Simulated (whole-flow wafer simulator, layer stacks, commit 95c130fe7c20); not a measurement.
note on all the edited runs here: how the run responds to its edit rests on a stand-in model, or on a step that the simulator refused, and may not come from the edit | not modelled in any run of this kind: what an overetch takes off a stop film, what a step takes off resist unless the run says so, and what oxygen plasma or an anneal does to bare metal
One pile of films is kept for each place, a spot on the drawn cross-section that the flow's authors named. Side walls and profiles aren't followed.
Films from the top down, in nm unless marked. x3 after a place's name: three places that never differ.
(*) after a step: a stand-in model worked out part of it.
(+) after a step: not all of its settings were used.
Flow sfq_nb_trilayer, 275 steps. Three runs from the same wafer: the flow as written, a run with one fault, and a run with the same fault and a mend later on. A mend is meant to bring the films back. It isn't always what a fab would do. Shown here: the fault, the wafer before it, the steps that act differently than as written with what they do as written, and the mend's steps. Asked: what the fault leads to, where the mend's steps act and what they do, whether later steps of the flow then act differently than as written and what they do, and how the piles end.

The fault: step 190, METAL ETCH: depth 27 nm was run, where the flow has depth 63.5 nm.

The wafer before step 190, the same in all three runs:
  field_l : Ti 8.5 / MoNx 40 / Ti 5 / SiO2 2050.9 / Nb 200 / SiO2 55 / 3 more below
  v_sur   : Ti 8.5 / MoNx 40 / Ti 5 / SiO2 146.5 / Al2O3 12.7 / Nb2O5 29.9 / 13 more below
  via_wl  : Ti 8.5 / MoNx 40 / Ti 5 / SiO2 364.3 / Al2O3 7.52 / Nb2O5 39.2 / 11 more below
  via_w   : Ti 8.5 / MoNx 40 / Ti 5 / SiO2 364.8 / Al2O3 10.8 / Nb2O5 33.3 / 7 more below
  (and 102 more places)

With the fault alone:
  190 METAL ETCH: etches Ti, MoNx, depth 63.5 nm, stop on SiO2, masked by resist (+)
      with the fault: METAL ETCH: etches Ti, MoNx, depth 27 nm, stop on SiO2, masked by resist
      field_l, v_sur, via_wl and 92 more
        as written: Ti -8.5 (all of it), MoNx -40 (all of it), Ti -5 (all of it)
        with the fault: Ti -8.5 (all of it), MoNx -18.5
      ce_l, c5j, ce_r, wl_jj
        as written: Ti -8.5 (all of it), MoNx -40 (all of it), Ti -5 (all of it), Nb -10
        with the fault: Ti -8.5 (all of it), MoNx -18.5
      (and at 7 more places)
  Later steps of the flow that act differently than as written (8 more steps differ only slightly, by at most 2% or 0.5 nm, whichever is larger, and aren't shown):
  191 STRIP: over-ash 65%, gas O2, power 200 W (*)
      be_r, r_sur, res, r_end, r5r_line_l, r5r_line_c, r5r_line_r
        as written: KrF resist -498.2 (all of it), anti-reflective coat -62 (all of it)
        with the fault: KrF resist -512.8 (all of it), anti-reflective coat -62 (all of it)
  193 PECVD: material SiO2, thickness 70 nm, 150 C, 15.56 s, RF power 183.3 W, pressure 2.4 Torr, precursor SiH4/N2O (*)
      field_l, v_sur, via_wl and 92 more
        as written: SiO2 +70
        with the fault: SiO2 +70 (new film)
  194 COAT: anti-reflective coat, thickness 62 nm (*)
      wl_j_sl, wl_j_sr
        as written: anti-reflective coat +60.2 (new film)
        with the fault: anti-reflective coat +62 (new film)
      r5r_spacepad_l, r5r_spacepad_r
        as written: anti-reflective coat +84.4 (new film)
        with the fault: anti-reflective coat +73 (new film)
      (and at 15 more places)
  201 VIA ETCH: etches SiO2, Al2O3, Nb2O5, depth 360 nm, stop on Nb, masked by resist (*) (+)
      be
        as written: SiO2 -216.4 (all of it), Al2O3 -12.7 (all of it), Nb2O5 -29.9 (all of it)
        with the fault: SiO2 -69.8 (all of it), MoNx -21.5 (all of it), Ti -5 (all of it), SiO2 -146.5 (all of it), Al2O3 -12.7 (all of it), Nb2O5 -29.9 (all of it)
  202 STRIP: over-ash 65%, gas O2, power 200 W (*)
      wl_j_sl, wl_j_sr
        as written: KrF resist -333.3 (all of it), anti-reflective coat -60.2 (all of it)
        with the fault: KrF resist -333.3 (all of it), anti-reflective coat -62 (all of it)
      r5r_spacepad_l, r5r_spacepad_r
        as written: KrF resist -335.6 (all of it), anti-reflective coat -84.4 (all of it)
        with the fault: KrF resist -334.5 (all of it), anti-reflective coat -73 (all of it)
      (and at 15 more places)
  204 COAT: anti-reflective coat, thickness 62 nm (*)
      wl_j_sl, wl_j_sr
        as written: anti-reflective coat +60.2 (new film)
        with the fault: anti-reflective coat +62 (new film)
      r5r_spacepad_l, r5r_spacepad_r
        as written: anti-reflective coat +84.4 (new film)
        with the fault: anti-reflective coat +73 (new film)
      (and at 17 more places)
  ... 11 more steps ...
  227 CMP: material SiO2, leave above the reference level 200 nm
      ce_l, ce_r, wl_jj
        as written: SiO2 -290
        with the fault: SiO2 -300
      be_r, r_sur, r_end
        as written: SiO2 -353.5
        with the fault: SiO2 -327
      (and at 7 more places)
  At the end the piles differ from the flow's by more than 2% or 0.5 nm, whichever is larger, at field_l, v_sur, via_wl and 103 more.
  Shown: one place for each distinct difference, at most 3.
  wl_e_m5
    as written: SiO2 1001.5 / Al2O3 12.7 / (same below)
    with the fault: SiO2 855 / MoNx 21.5 / Ti 5 / SiO2 146.5 / Al2O3 12.7 / (same below)
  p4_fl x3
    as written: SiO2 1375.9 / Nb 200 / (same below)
    with the fault: SiO2 855 / MoNx 21.5 / Ti 5 / SiO2 520.9 / Nb 200 / (same below)
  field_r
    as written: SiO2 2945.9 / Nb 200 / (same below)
    with the fault: SiO2 855 / MoNx 21.5 / Ti 5 / SiO2 2090.9 / Nb 200 / (same below)

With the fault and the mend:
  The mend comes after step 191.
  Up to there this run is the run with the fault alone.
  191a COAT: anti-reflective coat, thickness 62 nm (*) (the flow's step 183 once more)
      p4_fl x3, p4_w1 x9, p4_g1 x2 and 57 more
        anti-reflective coat +62 (new film)
      field_l, v_sur, via_wl, via_w, via_wr, via_sp, l0_sur, l0v
        anti-reflective coat +62.1 (new film)
      via_v, wire, be, be_sur, lsp_m, ln_m6, lsp_r
        anti-reflective coat +62.2 (new film)
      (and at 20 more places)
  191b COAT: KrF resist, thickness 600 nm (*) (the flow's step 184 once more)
      p4_fl x3, p4_w1 x9, p4_g1 x2 and 57 more
        KrF resist +600 (new film)
      field_l, v_sur, via_wl, via_w
        KrF resist +600.3 (new film)
      via_wr, via_sp, l0_sur, l0v
        KrF resist +600.4 (new film)
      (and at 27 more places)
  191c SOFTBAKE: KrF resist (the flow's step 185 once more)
      changes no film at any place that is followed
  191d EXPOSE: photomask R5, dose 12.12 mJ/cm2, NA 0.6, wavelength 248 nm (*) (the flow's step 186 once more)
      changes no film at any place that is followed
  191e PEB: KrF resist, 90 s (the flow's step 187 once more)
      field_l, v_sur, via_wl and 81 more
        KrF resist -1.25
      be_sur, gap, jj_sur and 12 more
        KrF resist -1.26
      be_r, r_sur, res, r_end
        KrF resist -1.23
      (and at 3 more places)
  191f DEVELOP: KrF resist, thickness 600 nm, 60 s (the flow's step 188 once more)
      p4_fl x3, p4_w1 x9, p4_g1 x2 and 57 more
        KrF resist -598.7 (all of it)
      be_r, r_sur, res, r_end, r5r_line_l, r5r_line_c, r5r_line_r
        KrF resist -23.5
      v_sur, via_wl, via_w, via_wr, via_sp, l0v
        KrF resist -599.1 (all of it)
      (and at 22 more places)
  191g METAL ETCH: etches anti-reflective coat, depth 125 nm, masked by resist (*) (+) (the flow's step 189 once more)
      p4_fl x3, p4_w1 x9, p4_g1 x2 and 57 more
        anti-reflective coat -62 (all of it)
      field_l, v_sur, via_wl, via_w, via_wr, via_sp, l0_sur, l0v
        anti-reflective coat -62.1 (all of it)
      via_v, wire, be, be_sur, lsp_m, ln_m6, lsp_r
        anti-reflective coat -62.2 (all of it)
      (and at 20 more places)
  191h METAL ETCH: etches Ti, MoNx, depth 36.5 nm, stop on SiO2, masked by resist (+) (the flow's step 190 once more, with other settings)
      field_l, v_sur, via_wl and 92 more
        MoNx -21.5 (all of it), Ti -5 (all of it)
      be_r, r_sur, res, r_end, r5r_line_l, r5r_line_c, r5r_line_r
        KrF resist -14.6
      ce_l, c5j, ce_r, wl_jj
        MoNx -21.5 (all of it), Ti -5 (all of it), Nb -10
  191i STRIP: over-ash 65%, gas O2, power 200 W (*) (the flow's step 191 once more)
      r5r_line_l, r5r_line_c, r5r_line_r
        KrF resist -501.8 (all of it), anti-reflective coat -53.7 (all of it)
      be_r
        KrF resist -497.9 (all of it), anti-reflective coat -57.3 (all of it)
      r_sur
        KrF resist -497.7 (all of it), anti-reflective coat -59.6 (all of it)
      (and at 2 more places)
  No later step of the flow acts differently than as written at any place that is followed.
  At the end the piles are the same as the flow's at every place that both follow.
